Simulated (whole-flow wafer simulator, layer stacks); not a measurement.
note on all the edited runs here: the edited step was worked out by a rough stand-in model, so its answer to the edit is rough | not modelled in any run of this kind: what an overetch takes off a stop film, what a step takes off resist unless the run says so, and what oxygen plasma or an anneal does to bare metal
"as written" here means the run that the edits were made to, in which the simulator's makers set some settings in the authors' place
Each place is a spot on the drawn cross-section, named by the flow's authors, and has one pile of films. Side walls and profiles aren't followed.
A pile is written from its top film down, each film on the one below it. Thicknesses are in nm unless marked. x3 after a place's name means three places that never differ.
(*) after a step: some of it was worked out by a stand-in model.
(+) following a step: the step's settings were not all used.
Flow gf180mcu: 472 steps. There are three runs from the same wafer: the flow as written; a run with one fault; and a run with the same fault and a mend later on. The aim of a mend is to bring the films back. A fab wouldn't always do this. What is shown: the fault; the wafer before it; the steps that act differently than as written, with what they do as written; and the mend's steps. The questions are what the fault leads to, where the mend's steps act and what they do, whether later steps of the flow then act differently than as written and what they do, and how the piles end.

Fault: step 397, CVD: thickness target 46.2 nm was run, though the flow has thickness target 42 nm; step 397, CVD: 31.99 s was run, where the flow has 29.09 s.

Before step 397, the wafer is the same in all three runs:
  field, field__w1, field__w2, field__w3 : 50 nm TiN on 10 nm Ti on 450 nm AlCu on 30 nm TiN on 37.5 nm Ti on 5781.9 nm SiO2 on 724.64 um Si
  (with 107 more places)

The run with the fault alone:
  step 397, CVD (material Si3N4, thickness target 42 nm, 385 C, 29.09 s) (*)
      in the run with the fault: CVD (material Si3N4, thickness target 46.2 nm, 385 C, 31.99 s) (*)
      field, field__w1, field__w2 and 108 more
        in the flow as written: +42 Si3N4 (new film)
        in the run with the fault: +46.2 Si3N4 (new film)
  Steps later in the flow that act otherwise than as written (6 other steps are not shown; they differ only slightly, by no more than 2% or 0.5 nm, whichever is larger):
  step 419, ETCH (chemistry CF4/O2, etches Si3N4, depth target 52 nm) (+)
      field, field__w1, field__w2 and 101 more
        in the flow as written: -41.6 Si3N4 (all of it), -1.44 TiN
        in the run with the fault: -45.8 Si3N4 (all of it), -0.86 TiN
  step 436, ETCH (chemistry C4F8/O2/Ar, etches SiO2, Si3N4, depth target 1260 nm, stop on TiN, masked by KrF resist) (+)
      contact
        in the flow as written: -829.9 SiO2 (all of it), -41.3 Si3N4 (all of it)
        in the run with the fault: -829.9 SiO2 (all of it), -45.5 Si3N4 (all of it)
  By the end, the piles at field__w4, field__w8, m1, m1__w1, mim, mim_1p0, m1_nw depart from the flow's by more than 2% or 0.5 nm, whichever is larger.
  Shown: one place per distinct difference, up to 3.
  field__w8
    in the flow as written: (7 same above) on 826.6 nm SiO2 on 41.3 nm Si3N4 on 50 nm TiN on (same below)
    in the run with the fault: (7 same above) on 826.6 nm SiO2 on 45.5 nm Si3N4 on 50 nm TiN on (same below)
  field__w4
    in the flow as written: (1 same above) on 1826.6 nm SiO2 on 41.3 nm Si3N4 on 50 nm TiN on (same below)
    in the run with the fault: (1 same above) on 1826.6 nm SiO2 on 45.5 nm Si3N4 on 50 nm TiN on (same below)
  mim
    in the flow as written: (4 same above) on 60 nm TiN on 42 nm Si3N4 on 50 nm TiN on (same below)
    in the run with the fault: (4 same above) on 60 nm TiN on 46.2 nm Si3N4 on 50 nm TiN on (same below)

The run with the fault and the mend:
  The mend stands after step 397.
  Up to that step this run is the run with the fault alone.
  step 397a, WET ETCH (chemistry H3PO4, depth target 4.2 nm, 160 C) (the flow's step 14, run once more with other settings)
      field, field__w1, field__w2 and 108 more
        -4.2 Si3N4
  Later steps of the flow that are run all act as written at every place that is followed, up to a difference of at most 2% or 0.5 nm, whichever is larger.
  At the end the piles are close to the flow's at the places that both follow, differing by at most 2% or 0.5 nm, whichever is larger.
